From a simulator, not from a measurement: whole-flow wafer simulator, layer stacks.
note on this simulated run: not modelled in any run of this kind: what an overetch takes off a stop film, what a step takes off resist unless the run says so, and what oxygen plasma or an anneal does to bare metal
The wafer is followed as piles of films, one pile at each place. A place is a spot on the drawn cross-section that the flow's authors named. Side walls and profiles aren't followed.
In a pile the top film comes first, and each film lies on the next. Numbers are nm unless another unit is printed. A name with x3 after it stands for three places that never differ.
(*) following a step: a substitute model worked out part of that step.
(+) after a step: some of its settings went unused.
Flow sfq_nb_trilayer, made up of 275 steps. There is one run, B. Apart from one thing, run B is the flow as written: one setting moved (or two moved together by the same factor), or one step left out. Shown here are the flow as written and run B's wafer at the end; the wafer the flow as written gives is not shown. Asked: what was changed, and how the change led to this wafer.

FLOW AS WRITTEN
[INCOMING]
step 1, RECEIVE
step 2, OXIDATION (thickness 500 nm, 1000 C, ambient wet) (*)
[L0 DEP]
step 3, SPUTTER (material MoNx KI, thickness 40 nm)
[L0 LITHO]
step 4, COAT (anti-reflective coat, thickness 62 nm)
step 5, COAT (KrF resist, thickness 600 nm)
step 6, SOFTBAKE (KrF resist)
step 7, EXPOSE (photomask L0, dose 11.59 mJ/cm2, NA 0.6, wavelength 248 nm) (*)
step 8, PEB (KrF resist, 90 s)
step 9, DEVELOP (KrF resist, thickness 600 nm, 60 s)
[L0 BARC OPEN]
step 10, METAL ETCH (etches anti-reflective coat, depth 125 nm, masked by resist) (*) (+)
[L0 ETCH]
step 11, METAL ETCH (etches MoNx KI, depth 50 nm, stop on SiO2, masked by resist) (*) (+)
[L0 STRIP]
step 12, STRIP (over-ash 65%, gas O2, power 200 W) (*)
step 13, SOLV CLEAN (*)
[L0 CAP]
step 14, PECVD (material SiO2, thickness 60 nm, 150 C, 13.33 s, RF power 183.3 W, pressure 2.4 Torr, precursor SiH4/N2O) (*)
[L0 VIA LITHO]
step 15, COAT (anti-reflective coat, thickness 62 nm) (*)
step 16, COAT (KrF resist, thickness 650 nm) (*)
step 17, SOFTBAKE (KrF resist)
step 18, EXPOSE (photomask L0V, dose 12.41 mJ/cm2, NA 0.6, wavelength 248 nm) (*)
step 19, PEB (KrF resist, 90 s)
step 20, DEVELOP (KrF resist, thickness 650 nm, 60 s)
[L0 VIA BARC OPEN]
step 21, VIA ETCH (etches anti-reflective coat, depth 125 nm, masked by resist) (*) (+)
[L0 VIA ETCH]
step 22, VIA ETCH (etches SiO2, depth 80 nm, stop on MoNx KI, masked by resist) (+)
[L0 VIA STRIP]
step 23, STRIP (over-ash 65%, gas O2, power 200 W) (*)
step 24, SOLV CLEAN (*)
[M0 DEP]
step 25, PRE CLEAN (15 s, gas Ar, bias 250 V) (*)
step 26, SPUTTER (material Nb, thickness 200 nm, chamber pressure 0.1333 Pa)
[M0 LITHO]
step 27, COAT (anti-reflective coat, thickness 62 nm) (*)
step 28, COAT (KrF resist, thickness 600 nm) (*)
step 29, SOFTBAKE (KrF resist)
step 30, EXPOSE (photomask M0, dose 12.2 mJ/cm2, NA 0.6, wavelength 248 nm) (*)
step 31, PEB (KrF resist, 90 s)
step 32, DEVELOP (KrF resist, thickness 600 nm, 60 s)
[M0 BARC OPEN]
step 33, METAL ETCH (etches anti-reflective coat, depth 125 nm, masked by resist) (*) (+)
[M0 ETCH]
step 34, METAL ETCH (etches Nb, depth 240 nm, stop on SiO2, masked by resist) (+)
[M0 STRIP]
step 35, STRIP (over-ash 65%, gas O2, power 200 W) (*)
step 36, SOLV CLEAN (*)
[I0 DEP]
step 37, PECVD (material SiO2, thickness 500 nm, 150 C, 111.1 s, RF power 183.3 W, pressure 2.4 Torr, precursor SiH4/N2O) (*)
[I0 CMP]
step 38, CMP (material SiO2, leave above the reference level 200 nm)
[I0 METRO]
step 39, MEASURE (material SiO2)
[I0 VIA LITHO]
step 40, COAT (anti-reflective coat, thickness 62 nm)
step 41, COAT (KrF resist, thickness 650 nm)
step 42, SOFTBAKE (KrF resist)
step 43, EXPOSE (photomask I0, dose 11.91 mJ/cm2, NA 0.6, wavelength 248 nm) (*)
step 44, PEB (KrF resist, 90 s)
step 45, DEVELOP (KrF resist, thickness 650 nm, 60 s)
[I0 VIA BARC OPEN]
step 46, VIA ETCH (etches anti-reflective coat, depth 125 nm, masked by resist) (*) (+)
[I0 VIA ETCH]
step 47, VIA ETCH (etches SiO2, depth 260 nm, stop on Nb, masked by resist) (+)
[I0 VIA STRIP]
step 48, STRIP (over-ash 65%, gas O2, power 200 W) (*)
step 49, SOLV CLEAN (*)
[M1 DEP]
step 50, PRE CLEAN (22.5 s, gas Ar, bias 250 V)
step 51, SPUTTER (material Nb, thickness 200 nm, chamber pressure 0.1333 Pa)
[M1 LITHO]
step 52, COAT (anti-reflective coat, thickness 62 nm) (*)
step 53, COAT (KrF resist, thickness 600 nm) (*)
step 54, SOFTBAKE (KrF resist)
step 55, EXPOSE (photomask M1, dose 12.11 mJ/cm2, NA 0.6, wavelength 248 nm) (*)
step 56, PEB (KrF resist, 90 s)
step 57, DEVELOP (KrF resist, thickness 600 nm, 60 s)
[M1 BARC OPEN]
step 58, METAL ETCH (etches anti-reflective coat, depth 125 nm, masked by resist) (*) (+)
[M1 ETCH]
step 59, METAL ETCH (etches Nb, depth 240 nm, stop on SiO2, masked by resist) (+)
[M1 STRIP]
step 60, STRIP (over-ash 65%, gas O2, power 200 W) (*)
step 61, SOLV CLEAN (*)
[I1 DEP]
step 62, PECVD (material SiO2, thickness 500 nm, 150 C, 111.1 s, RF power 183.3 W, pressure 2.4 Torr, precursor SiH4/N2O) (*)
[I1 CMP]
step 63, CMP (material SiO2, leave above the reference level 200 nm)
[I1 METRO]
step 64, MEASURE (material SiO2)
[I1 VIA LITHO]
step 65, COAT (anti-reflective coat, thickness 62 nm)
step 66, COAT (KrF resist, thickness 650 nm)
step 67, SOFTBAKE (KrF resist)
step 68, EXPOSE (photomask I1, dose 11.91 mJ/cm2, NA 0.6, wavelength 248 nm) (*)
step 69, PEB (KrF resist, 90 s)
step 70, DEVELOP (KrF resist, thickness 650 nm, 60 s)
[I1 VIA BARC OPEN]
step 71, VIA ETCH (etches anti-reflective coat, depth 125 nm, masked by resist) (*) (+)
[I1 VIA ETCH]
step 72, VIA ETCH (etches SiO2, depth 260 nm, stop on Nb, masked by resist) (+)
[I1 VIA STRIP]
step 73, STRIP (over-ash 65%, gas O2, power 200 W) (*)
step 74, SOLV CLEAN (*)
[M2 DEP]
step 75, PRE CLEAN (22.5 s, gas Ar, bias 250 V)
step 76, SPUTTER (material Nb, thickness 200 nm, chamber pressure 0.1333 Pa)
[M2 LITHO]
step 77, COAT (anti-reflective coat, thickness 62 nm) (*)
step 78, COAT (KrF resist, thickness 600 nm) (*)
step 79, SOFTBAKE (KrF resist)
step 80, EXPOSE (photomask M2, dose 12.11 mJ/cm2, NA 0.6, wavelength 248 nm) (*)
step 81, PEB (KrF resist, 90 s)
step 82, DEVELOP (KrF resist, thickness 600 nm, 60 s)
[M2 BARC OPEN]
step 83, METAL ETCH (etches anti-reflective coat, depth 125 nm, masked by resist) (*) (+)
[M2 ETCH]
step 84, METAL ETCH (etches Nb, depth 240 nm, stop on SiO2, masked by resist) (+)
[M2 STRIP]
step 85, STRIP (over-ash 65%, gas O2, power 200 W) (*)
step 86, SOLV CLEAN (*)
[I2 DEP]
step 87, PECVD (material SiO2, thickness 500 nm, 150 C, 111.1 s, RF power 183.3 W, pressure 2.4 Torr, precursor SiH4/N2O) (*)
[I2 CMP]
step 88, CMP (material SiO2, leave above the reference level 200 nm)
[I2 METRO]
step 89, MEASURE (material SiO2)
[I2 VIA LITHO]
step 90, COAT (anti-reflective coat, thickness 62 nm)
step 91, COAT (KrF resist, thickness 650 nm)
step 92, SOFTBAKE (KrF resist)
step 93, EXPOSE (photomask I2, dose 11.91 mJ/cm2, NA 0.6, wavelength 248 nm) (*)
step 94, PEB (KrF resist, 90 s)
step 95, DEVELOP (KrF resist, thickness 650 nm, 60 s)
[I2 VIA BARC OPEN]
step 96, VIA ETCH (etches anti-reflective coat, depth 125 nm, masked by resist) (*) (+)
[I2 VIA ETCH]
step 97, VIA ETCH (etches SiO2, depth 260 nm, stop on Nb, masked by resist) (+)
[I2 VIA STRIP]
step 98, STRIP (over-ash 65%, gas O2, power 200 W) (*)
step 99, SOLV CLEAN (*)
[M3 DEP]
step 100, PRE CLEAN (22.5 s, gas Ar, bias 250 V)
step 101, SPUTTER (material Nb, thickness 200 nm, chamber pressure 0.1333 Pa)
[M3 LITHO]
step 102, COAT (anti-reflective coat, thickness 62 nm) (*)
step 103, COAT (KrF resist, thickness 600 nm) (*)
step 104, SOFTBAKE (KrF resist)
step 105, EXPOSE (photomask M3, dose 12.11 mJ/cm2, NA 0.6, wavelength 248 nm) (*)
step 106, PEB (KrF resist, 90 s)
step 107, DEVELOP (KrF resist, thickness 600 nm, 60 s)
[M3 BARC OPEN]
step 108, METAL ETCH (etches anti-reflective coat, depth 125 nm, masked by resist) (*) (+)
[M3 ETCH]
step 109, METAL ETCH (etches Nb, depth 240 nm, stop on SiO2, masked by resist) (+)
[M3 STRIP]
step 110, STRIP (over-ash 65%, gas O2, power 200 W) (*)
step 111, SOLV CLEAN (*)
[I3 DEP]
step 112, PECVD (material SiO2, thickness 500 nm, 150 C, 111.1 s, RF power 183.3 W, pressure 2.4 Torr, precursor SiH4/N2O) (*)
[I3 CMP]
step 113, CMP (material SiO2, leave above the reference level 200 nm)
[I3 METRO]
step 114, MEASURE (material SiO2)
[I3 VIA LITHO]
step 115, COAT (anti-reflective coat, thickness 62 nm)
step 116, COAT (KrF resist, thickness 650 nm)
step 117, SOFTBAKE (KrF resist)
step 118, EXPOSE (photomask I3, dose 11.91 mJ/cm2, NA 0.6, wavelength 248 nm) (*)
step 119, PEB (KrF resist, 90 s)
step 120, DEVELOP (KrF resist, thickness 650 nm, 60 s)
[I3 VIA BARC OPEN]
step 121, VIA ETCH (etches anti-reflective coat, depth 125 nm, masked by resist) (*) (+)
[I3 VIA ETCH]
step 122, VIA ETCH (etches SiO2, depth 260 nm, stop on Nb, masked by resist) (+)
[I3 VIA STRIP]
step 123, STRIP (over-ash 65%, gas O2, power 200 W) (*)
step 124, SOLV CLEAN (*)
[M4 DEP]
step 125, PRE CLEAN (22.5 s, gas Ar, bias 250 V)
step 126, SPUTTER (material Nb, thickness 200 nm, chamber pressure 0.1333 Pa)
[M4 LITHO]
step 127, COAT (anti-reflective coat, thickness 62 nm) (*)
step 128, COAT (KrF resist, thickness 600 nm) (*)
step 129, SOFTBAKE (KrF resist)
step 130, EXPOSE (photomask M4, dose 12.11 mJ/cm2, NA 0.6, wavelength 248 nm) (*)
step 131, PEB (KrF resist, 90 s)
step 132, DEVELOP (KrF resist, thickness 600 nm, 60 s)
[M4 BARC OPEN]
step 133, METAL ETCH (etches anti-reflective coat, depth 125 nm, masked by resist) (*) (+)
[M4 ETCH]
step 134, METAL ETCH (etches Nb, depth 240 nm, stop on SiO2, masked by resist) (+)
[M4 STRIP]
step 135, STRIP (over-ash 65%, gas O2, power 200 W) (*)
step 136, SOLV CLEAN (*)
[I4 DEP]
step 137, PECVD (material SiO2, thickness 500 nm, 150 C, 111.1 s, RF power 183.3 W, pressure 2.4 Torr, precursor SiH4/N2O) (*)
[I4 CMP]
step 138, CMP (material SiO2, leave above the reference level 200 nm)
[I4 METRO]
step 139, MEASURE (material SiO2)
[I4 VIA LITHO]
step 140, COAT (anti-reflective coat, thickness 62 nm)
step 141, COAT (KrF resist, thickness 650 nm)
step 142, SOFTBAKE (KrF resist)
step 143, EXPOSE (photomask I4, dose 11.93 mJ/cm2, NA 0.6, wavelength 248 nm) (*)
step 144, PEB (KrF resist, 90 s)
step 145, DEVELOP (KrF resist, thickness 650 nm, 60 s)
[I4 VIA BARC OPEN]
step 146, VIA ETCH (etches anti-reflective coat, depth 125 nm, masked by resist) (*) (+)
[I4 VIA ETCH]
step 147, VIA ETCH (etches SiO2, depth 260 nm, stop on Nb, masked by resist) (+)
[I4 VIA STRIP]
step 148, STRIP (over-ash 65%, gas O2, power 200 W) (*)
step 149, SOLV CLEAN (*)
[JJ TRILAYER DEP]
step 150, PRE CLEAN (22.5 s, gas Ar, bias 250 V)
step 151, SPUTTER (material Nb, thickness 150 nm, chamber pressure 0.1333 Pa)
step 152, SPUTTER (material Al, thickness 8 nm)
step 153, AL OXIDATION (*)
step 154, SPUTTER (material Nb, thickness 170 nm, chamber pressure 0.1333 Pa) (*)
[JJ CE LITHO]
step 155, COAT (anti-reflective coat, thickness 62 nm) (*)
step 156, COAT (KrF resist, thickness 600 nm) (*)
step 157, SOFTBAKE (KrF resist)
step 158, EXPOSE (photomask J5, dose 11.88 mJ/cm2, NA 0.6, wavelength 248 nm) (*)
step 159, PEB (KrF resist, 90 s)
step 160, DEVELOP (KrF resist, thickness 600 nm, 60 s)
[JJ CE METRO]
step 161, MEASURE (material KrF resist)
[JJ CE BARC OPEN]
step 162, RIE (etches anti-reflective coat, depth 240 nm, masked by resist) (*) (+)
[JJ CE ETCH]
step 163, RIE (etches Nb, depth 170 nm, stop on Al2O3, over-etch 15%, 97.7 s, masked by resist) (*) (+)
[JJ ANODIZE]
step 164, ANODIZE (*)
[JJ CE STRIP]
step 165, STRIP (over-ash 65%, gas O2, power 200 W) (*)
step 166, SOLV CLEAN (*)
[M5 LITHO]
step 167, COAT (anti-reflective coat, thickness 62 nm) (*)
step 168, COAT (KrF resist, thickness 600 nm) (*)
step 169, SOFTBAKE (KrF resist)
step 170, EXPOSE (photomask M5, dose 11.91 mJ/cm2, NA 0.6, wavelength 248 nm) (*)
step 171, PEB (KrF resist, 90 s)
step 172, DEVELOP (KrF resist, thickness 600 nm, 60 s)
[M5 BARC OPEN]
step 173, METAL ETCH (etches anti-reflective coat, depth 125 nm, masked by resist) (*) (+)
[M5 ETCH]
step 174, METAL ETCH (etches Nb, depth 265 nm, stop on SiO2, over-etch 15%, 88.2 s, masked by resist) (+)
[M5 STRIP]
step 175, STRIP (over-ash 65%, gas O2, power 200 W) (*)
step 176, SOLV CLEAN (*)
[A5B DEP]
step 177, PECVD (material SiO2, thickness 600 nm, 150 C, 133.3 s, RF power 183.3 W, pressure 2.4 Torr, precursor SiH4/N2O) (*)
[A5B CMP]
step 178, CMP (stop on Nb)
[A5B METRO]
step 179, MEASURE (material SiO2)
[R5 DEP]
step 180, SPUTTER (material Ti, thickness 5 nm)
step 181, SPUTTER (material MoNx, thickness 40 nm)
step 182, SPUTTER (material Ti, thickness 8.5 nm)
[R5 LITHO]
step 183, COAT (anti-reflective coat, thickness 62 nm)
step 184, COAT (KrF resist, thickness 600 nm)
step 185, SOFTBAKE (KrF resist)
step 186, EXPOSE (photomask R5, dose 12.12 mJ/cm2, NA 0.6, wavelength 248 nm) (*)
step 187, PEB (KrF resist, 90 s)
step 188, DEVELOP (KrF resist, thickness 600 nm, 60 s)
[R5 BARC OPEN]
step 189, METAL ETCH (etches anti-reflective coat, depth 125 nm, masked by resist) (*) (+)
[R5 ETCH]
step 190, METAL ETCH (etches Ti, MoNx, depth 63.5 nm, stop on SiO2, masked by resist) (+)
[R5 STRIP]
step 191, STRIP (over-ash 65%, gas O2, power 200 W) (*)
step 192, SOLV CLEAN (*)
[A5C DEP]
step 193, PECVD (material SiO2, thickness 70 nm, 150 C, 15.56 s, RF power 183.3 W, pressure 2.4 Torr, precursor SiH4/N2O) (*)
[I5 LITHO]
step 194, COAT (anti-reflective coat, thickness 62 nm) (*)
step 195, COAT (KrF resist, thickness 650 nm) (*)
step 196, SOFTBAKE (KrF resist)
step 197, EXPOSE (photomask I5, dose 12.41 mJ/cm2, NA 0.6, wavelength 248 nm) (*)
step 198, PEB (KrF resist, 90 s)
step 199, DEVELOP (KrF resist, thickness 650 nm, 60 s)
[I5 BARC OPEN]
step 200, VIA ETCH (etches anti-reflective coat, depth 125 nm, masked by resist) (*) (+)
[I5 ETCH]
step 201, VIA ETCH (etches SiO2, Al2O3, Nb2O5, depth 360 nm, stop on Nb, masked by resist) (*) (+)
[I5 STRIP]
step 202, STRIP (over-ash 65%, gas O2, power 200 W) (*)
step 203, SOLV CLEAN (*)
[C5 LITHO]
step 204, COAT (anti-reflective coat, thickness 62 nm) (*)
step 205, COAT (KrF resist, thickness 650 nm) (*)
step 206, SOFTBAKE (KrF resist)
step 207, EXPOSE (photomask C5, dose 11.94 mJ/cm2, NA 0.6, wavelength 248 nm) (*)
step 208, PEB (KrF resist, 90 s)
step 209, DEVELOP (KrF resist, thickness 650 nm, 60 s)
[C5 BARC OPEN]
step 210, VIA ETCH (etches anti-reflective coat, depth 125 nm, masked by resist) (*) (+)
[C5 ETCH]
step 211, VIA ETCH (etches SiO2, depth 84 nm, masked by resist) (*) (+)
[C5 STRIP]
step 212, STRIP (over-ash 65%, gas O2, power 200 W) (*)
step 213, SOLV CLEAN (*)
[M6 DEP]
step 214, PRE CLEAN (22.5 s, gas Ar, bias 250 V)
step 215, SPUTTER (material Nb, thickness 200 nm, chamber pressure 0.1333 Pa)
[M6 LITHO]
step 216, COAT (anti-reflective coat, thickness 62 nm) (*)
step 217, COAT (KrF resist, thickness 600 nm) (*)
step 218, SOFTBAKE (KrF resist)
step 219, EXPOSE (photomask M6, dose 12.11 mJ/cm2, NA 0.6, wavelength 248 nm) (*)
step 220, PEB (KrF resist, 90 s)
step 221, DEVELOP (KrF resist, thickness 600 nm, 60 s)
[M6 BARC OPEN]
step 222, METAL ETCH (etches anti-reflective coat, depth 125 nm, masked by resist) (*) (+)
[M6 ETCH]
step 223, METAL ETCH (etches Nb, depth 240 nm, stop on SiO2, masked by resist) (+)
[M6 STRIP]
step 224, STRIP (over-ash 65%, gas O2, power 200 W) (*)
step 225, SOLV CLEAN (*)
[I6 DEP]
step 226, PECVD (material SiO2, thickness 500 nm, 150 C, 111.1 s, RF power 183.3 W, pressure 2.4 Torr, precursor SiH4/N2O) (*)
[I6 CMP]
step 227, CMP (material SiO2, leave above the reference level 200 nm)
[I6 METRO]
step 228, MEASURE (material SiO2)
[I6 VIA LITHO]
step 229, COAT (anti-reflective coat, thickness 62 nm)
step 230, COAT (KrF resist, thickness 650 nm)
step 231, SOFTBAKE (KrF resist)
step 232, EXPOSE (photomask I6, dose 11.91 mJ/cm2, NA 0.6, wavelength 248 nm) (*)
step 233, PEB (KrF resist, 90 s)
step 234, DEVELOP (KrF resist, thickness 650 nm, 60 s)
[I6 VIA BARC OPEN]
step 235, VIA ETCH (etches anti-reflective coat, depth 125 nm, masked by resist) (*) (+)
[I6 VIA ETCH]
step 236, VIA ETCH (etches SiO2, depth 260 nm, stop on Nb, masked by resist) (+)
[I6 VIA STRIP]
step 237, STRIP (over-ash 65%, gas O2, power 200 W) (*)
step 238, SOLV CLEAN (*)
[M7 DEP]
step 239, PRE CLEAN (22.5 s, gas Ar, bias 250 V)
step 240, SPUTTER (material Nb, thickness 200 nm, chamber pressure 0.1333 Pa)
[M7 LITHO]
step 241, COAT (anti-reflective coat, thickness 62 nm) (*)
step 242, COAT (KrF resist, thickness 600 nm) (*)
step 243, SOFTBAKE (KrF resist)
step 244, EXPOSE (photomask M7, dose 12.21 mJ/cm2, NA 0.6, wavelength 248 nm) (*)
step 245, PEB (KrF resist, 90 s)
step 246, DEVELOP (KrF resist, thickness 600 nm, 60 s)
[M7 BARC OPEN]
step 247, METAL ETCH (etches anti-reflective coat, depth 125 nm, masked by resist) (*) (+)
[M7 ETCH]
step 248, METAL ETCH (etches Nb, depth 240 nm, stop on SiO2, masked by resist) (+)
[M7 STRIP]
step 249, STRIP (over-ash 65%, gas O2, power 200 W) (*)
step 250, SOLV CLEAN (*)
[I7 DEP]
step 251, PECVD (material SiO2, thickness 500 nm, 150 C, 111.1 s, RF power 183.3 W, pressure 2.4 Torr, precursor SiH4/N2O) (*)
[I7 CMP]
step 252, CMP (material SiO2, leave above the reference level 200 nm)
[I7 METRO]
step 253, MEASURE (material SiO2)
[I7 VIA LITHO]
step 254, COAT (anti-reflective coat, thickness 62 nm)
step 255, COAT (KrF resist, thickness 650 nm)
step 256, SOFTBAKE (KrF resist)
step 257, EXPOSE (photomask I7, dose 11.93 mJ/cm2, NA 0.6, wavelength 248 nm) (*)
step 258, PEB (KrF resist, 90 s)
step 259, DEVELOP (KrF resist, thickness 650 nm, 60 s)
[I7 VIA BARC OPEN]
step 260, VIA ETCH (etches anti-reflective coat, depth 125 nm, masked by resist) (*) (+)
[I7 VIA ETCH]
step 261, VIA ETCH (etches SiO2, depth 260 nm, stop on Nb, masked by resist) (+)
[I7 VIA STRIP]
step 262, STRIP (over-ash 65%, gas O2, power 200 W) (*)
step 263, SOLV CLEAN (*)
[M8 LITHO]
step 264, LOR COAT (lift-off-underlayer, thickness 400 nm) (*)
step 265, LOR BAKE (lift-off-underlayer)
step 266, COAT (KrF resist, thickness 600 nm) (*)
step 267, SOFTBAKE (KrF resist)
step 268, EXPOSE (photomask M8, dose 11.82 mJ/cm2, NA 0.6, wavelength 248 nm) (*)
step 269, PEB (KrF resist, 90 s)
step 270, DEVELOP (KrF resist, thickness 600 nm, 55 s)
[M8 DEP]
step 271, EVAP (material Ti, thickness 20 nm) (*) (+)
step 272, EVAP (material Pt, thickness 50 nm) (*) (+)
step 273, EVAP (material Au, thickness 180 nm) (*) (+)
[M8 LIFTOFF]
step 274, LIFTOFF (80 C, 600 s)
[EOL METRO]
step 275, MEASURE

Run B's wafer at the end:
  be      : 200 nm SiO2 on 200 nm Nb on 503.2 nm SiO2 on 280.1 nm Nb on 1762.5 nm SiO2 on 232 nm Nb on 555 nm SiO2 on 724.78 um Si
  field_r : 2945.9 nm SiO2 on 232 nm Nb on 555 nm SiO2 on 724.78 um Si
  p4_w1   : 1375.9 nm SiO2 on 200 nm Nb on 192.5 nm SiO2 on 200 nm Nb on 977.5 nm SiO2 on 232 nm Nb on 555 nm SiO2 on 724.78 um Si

Cause: step 26, SPUTTER: thickness 232 nm was run, though the flow has thickness 200 nm.
The wafer lets one read it off: be has Nb 232, and step 26 as written asks for 200 nm.

The path from the change to this, step by step:
  step 26, SPUTTER (material Nb, thickness 200 nm, chamber pressure 0.1333 Pa)
      field_l, v_sur, via_wl and 102 more: Nb gains 232 (new film) (it would be, as written: Nb gains 200 (new film))
      l0v: Nb gains 227.7 (new film) (it would be, as written: Nb gains 195.7 (new film))
  step 34, METAL ETCH (etches Nb, depth 240 nm, stop on SiO2, masked by resist) (+)
      moat, m0r_space_l, m0r_space_r: Nb loses 232 (all of it) (it would be, as written: Nb loses 200 (all of it))
  step 37, PECVD (material SiO2, thickness 500 nm, 150 C, 111.1 s, RF power 183.3 W, pressure 2.4 Torr, precursor SiH4/N2O) (*)
      moat, m0r_space_l, m0r_space_r: SiO2 gains 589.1 (it would be, as written: SiO2 gains 557.1)
